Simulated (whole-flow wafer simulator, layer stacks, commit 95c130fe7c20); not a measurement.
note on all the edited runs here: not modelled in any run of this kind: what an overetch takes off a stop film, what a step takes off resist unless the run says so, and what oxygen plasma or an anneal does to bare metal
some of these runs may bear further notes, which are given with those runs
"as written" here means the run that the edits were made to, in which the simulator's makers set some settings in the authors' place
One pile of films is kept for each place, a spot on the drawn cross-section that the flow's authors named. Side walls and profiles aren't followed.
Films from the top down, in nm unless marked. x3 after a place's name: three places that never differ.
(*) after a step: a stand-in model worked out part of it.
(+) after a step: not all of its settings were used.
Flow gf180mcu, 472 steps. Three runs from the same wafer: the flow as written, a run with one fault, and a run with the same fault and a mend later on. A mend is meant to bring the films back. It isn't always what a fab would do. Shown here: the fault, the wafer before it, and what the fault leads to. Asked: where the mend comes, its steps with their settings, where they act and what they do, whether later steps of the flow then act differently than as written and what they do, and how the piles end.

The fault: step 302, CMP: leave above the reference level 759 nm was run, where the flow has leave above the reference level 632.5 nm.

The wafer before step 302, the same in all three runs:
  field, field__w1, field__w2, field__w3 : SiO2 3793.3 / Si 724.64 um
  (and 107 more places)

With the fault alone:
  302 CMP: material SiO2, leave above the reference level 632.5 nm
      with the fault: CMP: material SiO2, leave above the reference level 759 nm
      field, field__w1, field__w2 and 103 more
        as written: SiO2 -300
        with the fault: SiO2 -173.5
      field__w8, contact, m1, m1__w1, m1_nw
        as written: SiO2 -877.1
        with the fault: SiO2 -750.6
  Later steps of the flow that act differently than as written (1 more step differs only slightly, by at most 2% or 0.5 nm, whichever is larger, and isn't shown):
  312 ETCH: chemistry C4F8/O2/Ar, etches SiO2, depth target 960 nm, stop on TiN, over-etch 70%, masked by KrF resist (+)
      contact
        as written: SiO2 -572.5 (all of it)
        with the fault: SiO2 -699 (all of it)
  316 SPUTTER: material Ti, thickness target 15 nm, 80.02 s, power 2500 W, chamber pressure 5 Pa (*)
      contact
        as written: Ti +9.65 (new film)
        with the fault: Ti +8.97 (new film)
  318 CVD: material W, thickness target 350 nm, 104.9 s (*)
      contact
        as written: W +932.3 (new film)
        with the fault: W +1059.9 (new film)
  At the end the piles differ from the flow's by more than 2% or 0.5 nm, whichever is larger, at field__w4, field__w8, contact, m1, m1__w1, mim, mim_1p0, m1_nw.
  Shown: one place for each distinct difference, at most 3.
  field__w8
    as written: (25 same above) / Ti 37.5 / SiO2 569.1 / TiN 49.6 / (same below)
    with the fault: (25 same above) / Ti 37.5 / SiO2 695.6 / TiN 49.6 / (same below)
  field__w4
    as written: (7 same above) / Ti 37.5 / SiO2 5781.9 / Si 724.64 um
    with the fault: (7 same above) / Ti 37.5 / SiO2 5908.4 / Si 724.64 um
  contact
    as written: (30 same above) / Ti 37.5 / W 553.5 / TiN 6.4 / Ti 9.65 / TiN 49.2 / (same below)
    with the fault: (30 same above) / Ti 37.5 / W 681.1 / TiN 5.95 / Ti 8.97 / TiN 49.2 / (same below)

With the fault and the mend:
  The mend comes after step 310.
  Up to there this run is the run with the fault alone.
  310a STRIP: chemistry O2/N2, power 2160 W, pressure 1700 mTorr (*)
      field, field__w1, field__w2 and 107 more
        KrF resist -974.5 (all of it), anti-reflective coat -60 (all of it)
      contact
        anti-reflective coat -60 (all of it)
  310b CMP: material SiO2, leave above the reference level 632.5 nm (the flow's step 302 once more)
      field, field__w1, field__w2 and 108 more
        SiO2 -126.5
  310c HMDS: 120 C, 60 s (the flow's step 304 once more)
      changes no film at any place that is followed
  310d COAT: anti-reflective coat, thickness 60 nm, 182 C, 71 s (the flow's step 305 once more)
      field, field__w1, field__w2 and 108 more
        anti-reflective coat +60 (new film)
  310e COAT: KrF resist, thickness 1000 nm (the flow's step 306 once more)
      field, field__w1, field__w2 and 108 more
        KrF resist +1000 (new film)
  310f SOFTBAKE: KrF resist (the flow's step 307 once more)
      changes no film at any place that is followed
  310g EXPOSE: photomask Via2 (the flow's step 308 once more)
      changes no film at any place that is followed
  310h PEB: KrF resist, 135 C, 90 s (the flow's step 309 once more)
      field, field__w1, field__w2 and 108 more
        KrF resist -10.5
  310i DEVELOP: KrF resist, thickness 1000 nm, 60 s (the flow's step 310 once more)
      field, field__w1, field__w2 and 107 more
        KrF resist -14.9
      contact
        KrF resist -989.5 (all of it)
  No later step of the flow acts differently than as written at any place that is followed.
  At the end the piles are the same as the flow's at every place that both follow.
